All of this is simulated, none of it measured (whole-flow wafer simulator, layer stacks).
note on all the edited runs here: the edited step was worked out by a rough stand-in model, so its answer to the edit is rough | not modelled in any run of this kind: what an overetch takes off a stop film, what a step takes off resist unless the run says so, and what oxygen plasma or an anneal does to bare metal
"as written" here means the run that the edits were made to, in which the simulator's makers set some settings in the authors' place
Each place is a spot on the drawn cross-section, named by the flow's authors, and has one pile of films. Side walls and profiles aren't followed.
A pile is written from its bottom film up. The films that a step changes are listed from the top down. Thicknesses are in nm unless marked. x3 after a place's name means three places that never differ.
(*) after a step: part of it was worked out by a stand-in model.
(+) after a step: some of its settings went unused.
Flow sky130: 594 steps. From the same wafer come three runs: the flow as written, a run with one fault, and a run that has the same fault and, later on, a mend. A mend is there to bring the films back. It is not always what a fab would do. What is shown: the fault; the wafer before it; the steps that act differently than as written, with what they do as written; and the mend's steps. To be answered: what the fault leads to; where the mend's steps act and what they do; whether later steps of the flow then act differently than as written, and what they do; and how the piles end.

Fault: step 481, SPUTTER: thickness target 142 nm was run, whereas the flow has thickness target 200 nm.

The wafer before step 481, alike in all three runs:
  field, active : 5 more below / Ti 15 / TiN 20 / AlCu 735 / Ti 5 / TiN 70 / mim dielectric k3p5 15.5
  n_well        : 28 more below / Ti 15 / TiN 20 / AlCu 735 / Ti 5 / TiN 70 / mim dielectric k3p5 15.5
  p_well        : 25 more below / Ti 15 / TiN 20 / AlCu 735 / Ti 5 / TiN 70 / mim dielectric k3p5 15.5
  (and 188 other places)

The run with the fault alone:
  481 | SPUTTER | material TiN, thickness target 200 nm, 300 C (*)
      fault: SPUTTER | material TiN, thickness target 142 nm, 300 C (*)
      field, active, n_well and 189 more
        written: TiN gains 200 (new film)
        fault: TiN gains 142 (new film)
  Later steps of the flow acting differently than as written (4 more steps, not shown, differ only slightly: by at most 2% or 0.5 nm, whichever is larger):
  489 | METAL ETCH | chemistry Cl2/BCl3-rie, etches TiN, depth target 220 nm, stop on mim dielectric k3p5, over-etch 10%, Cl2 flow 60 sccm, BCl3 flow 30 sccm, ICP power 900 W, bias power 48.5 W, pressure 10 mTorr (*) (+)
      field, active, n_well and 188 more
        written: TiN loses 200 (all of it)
        fault: TiN loses 142 (all of it)
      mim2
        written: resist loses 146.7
        fault: resist loses 104.1
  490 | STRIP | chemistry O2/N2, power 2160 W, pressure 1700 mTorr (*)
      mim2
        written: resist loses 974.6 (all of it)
        fault: resist loses 1017.1 (all of it)
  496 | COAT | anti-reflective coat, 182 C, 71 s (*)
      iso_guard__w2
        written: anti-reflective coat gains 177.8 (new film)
        fault: anti-reflective coat gains 139.7 (new film)
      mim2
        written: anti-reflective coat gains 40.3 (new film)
        fault: anti-reflective coat gains 30 (new film)
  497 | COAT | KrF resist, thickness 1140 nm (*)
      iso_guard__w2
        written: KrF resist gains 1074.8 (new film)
        fault: KrF resist gains 1100.3 (new film)
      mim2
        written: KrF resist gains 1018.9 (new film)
        fault: KrF resist gains 1071.6 (new film)
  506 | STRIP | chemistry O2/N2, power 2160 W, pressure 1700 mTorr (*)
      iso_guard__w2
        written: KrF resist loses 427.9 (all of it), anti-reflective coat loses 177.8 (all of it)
        fault: KrF resist loses 453.3 (all of it), anti-reflective coat loses 139.7 (all of it)
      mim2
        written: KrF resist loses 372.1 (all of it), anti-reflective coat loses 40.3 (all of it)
        fault: KrF resist loses 424.7 (all of it), anti-reflective coat loses 30 (all of it)
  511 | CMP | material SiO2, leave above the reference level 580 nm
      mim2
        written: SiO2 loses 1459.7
        fault: SiO2 loses 1401.7
  The piles end different from the flow's at mim2 by more than 2% or 0.5 nm, whichever is larger.
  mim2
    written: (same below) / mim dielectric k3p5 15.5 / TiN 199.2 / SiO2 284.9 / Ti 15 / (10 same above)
    fault: (same below) / mim dielectric k3p5 15.5 / TiN 141.2 / SiO2 342.9 / Ti 15 / (10 same above)

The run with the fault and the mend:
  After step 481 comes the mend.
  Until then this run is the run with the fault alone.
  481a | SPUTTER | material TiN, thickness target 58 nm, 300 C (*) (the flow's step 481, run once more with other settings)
      field, active, n_well and 189 more
        TiN gains 58
  Later steps of the flow that are run all act as written at every place that is followed.
  At every place that both follow, the piles at the end match the flow's.
